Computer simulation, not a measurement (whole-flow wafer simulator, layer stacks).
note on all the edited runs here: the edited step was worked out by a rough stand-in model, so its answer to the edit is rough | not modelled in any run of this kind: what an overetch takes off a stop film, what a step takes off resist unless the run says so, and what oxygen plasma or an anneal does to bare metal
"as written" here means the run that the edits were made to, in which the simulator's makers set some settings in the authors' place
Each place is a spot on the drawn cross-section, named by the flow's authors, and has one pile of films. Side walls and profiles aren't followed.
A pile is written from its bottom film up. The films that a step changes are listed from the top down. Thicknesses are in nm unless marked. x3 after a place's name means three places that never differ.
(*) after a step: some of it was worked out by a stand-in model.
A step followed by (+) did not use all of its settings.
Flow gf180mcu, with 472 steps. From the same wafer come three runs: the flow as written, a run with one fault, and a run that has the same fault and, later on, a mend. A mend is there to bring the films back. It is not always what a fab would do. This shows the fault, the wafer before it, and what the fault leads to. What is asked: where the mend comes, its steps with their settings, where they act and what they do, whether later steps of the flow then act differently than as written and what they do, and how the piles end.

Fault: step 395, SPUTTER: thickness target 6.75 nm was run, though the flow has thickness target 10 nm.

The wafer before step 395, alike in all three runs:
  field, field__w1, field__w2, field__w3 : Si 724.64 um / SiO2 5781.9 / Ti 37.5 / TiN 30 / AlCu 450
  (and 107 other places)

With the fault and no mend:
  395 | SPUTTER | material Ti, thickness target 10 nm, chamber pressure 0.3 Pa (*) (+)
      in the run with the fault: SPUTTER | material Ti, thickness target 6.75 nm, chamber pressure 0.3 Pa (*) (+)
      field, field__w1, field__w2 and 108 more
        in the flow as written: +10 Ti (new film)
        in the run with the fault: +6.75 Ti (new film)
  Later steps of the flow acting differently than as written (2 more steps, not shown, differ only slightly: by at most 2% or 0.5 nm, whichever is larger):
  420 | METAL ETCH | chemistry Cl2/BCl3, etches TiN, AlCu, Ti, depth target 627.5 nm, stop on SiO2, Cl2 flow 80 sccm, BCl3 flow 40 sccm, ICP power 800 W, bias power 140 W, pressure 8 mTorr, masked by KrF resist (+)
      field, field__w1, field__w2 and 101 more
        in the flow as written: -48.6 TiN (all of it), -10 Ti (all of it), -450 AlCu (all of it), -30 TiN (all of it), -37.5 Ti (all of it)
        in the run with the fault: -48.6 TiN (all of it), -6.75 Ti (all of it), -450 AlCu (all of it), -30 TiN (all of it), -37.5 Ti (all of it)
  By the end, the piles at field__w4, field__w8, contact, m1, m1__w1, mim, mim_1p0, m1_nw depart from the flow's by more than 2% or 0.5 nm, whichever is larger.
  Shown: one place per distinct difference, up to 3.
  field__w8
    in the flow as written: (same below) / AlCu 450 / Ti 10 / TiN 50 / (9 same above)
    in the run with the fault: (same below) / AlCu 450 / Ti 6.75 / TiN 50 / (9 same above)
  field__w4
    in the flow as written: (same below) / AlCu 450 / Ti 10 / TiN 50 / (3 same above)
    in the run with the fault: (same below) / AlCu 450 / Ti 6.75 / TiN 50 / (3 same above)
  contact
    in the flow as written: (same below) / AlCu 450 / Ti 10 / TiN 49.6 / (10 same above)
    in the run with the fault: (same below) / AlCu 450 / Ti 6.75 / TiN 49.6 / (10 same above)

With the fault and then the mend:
  After step 395 comes the mend.
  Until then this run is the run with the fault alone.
  395a | SPUTTER | material Ti, thickness target 3.25 nm, chamber pressure 0.3 Pa (*) (+) (the flow's step 395, run once more with other settings)
      field, field__w1, field__w2 and 108 more
        +3.25 Ti
  None of the later steps of the flow acts differently than as written at any place that is followed.
  The piles end the same as the flow's at every place that both follow.
